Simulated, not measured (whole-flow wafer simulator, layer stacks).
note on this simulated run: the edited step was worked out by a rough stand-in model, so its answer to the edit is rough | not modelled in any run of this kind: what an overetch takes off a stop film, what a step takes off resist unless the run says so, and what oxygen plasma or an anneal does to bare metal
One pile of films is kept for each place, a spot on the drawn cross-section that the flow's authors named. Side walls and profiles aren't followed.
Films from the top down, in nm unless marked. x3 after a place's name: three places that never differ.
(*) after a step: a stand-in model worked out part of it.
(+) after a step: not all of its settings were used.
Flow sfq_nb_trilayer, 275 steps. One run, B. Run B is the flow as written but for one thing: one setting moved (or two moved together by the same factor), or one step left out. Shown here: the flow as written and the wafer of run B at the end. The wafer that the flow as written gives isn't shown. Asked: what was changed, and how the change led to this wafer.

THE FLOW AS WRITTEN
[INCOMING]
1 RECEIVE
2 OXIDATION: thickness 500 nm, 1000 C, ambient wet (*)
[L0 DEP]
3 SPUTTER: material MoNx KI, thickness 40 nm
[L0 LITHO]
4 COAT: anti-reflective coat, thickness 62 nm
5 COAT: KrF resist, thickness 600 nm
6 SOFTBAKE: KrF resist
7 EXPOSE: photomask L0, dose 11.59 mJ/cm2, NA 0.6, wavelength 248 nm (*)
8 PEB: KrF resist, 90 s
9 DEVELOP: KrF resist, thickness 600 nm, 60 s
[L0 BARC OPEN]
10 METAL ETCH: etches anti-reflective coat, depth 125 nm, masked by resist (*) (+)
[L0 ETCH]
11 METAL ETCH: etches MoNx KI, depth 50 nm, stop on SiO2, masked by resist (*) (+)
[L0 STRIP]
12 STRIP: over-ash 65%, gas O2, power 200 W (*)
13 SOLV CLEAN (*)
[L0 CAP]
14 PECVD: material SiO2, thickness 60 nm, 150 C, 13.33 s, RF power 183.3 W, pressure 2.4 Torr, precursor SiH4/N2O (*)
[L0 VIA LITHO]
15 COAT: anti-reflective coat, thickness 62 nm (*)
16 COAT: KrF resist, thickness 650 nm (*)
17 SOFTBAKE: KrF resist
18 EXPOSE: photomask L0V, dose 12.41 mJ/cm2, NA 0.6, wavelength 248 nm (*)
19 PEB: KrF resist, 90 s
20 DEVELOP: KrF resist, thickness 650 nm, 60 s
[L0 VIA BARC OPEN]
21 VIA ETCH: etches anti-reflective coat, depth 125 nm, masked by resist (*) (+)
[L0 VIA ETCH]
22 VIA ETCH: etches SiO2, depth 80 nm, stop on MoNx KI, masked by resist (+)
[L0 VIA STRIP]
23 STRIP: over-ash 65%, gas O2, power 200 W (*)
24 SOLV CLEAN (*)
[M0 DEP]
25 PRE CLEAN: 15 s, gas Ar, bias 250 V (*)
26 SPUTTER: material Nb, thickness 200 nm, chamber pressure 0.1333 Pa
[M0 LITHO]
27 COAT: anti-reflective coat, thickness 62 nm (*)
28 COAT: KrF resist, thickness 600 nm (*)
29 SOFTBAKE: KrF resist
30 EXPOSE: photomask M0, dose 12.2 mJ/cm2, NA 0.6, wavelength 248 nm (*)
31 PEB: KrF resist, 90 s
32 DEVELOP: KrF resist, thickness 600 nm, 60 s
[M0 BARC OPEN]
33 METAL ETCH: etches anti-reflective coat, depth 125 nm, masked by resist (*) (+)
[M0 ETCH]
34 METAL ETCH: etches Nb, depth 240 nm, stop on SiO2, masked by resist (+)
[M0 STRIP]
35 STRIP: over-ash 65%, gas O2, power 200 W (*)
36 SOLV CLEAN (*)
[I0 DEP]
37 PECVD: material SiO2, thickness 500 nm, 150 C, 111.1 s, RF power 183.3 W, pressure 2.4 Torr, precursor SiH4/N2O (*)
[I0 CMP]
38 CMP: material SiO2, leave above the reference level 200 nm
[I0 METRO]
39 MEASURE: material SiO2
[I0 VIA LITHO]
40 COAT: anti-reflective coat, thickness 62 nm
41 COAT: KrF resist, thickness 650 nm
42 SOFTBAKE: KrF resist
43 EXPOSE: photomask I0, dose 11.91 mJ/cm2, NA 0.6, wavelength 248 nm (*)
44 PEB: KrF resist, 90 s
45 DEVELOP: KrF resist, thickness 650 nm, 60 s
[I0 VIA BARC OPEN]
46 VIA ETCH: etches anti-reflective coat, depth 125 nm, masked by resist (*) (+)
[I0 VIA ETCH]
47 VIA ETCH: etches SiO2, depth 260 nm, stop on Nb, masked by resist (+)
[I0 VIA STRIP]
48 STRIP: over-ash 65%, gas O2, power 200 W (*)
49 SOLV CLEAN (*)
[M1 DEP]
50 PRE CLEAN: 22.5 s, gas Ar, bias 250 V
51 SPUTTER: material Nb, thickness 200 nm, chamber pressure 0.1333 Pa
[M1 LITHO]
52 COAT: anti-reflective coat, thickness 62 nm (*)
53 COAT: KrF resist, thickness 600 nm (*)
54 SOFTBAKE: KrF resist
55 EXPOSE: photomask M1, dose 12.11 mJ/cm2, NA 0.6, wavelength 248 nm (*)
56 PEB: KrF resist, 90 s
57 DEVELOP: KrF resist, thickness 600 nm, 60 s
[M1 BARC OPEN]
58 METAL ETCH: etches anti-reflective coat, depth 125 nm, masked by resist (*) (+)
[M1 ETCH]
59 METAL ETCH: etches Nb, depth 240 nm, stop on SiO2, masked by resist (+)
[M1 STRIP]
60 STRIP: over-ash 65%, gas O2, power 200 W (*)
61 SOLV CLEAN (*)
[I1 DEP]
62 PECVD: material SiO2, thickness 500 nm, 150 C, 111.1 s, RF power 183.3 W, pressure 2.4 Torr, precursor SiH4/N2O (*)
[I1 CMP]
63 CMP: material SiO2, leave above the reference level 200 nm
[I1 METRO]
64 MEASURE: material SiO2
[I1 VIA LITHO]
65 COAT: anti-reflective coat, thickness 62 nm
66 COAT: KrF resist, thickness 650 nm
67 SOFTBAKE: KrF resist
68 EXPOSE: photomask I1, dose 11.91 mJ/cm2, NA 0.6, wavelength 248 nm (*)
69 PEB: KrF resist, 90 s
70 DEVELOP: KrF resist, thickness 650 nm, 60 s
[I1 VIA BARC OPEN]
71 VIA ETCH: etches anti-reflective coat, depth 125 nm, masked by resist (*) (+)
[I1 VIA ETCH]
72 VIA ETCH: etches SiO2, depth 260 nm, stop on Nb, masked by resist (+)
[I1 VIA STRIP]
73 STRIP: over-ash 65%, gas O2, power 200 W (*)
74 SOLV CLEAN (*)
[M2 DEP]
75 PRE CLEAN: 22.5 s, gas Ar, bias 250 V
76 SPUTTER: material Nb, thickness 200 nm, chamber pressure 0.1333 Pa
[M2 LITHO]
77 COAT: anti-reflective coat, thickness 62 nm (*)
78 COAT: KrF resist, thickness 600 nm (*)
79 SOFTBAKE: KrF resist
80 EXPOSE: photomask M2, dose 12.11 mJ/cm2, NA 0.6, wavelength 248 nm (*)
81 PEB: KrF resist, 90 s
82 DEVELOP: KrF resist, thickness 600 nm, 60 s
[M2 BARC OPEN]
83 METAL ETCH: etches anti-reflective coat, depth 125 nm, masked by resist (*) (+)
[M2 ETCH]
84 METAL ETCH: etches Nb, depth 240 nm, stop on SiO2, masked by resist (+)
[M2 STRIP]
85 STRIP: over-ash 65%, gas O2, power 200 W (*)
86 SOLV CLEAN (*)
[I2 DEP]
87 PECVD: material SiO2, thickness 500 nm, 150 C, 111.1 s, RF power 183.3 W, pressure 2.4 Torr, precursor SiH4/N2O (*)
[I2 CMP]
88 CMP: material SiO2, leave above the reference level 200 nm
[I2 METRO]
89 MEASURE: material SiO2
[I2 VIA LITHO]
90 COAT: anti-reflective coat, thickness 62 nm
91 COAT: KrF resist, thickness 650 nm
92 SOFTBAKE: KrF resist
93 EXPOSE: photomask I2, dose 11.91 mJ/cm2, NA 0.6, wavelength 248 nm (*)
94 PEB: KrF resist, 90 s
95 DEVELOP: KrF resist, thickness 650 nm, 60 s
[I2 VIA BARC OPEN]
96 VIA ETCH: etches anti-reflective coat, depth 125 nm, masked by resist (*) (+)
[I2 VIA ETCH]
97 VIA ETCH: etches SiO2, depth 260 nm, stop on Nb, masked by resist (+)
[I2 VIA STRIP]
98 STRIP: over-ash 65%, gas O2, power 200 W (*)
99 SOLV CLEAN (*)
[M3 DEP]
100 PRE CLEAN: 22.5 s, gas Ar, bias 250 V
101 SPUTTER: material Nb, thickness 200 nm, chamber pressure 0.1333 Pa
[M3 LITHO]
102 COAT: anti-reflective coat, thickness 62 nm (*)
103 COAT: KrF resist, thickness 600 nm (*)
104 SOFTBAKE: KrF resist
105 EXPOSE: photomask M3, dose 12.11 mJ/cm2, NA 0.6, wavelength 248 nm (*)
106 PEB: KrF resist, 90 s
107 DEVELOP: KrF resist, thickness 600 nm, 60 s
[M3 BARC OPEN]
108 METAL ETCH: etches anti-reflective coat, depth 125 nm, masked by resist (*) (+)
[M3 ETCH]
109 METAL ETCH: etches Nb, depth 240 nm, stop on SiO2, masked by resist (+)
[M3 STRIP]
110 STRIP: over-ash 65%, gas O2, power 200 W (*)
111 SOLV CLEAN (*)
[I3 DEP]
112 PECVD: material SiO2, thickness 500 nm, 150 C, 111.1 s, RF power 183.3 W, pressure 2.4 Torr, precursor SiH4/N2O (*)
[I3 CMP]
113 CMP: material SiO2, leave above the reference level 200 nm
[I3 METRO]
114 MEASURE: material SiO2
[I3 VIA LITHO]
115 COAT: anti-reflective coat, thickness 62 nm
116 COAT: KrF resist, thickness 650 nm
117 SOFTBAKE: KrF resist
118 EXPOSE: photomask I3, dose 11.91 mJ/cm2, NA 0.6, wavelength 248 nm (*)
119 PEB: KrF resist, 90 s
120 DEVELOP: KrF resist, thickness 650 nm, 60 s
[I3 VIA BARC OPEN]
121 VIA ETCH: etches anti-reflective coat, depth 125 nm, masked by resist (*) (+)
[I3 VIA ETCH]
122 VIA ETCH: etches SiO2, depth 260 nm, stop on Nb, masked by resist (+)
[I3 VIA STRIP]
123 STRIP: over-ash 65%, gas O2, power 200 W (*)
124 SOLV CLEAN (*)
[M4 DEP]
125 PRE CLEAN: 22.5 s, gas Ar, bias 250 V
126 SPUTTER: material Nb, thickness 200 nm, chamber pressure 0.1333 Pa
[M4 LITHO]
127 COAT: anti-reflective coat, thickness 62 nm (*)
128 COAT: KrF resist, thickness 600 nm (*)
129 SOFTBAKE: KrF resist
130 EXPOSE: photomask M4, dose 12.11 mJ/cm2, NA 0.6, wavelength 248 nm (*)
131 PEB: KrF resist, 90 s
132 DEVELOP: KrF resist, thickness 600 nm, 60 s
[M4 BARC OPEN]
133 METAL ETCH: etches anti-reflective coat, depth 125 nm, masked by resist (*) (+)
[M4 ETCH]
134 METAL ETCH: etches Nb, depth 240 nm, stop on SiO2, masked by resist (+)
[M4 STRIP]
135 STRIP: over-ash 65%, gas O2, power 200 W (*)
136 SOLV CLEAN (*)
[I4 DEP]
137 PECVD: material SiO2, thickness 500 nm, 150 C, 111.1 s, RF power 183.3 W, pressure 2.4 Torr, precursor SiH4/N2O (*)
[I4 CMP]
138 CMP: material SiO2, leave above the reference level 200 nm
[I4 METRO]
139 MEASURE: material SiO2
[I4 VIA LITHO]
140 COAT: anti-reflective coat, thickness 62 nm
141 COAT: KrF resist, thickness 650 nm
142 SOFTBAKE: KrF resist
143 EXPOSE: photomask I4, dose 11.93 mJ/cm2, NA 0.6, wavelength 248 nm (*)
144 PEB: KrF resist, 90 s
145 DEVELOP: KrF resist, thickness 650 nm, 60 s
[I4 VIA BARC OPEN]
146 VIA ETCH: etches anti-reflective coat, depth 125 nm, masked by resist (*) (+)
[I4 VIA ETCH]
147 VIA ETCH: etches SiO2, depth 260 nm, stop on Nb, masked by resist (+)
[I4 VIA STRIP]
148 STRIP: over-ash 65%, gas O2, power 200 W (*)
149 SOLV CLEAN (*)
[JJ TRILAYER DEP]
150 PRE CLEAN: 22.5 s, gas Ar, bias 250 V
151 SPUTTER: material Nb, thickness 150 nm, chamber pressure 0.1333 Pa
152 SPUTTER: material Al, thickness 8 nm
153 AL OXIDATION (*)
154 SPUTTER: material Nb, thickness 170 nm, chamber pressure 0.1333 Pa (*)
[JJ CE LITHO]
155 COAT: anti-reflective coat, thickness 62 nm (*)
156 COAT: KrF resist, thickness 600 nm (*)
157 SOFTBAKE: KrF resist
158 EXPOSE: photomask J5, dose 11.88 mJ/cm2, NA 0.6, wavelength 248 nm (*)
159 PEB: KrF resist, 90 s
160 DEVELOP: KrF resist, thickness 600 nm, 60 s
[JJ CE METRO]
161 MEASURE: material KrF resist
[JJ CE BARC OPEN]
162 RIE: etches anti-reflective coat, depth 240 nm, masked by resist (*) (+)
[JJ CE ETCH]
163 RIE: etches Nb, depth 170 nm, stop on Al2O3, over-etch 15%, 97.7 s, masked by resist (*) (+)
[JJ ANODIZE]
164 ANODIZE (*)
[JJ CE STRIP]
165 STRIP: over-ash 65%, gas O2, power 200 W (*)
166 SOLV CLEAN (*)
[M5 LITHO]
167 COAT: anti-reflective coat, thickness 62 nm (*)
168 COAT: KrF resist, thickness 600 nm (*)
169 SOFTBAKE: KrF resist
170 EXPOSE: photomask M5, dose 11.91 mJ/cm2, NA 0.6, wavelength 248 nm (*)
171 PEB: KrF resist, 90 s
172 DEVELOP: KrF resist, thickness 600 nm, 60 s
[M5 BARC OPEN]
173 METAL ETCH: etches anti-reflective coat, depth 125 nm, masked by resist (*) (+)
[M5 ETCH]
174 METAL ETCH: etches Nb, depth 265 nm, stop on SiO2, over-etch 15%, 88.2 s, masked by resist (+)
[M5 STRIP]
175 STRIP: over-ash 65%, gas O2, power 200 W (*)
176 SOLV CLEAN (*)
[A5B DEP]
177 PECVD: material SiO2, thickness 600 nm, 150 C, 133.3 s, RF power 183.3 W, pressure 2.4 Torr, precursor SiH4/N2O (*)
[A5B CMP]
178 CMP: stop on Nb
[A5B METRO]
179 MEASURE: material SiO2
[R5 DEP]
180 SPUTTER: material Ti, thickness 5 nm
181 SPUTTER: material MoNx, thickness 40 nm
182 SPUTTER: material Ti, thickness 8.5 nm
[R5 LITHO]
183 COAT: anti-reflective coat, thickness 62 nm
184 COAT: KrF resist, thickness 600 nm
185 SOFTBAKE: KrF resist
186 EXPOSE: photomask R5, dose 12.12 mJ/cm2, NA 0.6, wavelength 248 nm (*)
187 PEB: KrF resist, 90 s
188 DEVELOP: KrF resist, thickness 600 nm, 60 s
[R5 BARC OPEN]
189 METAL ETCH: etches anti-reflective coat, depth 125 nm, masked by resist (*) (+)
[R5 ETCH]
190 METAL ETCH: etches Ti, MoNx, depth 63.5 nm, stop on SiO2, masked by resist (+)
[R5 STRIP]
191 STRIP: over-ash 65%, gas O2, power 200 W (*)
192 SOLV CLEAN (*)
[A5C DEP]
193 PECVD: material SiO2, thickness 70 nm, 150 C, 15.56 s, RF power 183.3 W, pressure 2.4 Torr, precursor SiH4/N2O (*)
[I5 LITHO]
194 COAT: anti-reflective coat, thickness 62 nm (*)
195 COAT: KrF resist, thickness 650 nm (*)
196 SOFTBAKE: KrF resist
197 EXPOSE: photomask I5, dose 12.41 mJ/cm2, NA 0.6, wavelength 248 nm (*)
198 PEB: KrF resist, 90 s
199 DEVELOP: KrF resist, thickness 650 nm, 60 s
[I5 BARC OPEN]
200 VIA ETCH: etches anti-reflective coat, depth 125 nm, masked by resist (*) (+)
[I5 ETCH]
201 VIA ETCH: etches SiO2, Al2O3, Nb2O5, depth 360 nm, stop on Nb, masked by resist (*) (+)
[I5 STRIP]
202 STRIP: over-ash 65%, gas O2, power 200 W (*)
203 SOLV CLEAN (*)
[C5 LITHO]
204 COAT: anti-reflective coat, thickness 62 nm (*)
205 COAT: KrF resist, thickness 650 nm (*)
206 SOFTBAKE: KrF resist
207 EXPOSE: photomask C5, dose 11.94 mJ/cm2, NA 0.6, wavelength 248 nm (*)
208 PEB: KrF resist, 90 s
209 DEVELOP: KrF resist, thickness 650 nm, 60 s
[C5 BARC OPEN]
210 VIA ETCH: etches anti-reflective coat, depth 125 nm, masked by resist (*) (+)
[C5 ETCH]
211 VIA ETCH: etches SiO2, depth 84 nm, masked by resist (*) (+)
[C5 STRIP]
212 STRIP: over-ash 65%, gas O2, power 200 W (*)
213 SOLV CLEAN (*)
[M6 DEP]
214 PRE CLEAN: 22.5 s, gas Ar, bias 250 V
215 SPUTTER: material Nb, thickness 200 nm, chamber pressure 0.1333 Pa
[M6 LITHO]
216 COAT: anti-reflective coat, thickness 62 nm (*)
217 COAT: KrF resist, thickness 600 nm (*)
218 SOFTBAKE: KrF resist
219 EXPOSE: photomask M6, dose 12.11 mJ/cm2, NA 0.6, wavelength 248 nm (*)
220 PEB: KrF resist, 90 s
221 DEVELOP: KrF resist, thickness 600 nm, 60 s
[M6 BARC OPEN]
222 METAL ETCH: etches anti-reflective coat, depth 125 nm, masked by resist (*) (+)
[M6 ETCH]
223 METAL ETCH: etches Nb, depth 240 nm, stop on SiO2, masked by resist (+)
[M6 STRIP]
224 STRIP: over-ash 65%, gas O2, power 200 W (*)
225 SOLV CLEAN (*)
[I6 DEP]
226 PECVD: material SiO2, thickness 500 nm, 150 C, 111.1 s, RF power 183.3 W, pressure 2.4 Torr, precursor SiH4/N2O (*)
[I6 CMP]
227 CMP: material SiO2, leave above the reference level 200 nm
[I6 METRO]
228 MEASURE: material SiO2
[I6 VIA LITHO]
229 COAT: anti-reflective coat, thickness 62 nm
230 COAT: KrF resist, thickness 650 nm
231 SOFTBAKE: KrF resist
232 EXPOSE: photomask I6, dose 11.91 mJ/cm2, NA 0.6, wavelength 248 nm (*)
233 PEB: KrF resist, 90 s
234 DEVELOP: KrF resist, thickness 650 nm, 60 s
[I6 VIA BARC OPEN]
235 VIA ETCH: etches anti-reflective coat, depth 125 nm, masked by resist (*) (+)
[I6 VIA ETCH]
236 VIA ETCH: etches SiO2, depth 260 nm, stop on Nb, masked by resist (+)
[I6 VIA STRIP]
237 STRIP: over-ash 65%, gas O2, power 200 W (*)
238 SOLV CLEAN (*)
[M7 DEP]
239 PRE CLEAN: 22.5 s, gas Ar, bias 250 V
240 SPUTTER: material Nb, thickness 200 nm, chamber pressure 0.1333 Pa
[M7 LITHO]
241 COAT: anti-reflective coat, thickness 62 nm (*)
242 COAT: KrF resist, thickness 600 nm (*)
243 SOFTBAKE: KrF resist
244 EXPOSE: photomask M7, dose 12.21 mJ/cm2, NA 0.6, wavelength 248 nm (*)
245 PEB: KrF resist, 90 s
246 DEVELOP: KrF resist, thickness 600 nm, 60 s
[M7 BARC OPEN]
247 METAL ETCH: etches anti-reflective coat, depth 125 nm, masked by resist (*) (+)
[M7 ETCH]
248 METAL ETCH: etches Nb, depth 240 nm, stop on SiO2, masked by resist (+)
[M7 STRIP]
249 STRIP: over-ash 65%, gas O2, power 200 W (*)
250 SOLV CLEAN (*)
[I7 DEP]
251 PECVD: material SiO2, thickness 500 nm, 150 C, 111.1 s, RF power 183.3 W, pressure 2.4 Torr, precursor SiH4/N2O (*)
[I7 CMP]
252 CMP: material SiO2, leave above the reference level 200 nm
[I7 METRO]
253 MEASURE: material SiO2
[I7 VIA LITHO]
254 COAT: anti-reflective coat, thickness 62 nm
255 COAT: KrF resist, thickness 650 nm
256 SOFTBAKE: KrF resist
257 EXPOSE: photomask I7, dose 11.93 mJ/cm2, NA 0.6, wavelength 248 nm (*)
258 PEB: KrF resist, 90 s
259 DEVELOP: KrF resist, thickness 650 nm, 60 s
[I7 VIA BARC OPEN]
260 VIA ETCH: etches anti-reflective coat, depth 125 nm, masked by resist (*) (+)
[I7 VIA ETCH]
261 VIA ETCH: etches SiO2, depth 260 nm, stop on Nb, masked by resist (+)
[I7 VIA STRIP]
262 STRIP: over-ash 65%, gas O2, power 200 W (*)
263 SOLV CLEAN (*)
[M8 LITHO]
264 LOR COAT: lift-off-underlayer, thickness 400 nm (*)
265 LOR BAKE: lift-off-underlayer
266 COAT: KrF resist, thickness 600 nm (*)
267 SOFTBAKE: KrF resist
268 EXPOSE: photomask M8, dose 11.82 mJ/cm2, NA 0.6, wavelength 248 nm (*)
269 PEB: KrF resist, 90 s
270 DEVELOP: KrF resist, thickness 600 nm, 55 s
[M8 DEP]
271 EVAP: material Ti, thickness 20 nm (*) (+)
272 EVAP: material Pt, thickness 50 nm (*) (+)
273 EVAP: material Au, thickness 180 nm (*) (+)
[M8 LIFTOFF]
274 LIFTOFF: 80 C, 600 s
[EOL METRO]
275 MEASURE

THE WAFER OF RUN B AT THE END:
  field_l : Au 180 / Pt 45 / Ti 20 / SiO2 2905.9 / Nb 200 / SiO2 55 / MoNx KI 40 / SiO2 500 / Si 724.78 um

The cause: step 272, EVAP: thickness 45 nm was run, where the flow has thickness 50 nm.
It can be read off the wafer: field_l has Pt 45, and step 272 as written asks for 50 nm.

How the change led to this, step by step:
  272 EVAP: material Pt, thickness 50 nm (*) (+)
      field_l, v_sur, via_wl and 103 more: Pt +45 (new film) (as written it would be: Pt +50 (new film))
  274 LIFTOFF: 80 C, 600 s
      p4_fl x3, p4_w1 x9, p4_g1 x2 and 60 more: Au -180 (all of it), Pt -45 (all of it), Ti -20 (all of it), KrF resist -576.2 (all of it), lift-off-underlayer -400 (all of it) (as written it would be: Au -180 (all of it), Pt -50 (all of it), Ti -20 (all of it), KrF resist -576.2 (all of it), lift-off-underlayer -400 (all of it))
      c5j, ce_r: Au -180 (all of it), Pt -45 (all of it), Ti -20 (all of it), KrF resist -573.3 (all of it), lift-off-underlayer -399.3 (all of it) (as written it would be: Au -180 (all of it), Pt -50 (all of it), Ti -20 (all of it), KrF resist -573.3 (all of it), lift-off-underlayer -399.3 (all of it))
      (and at 19 more places)
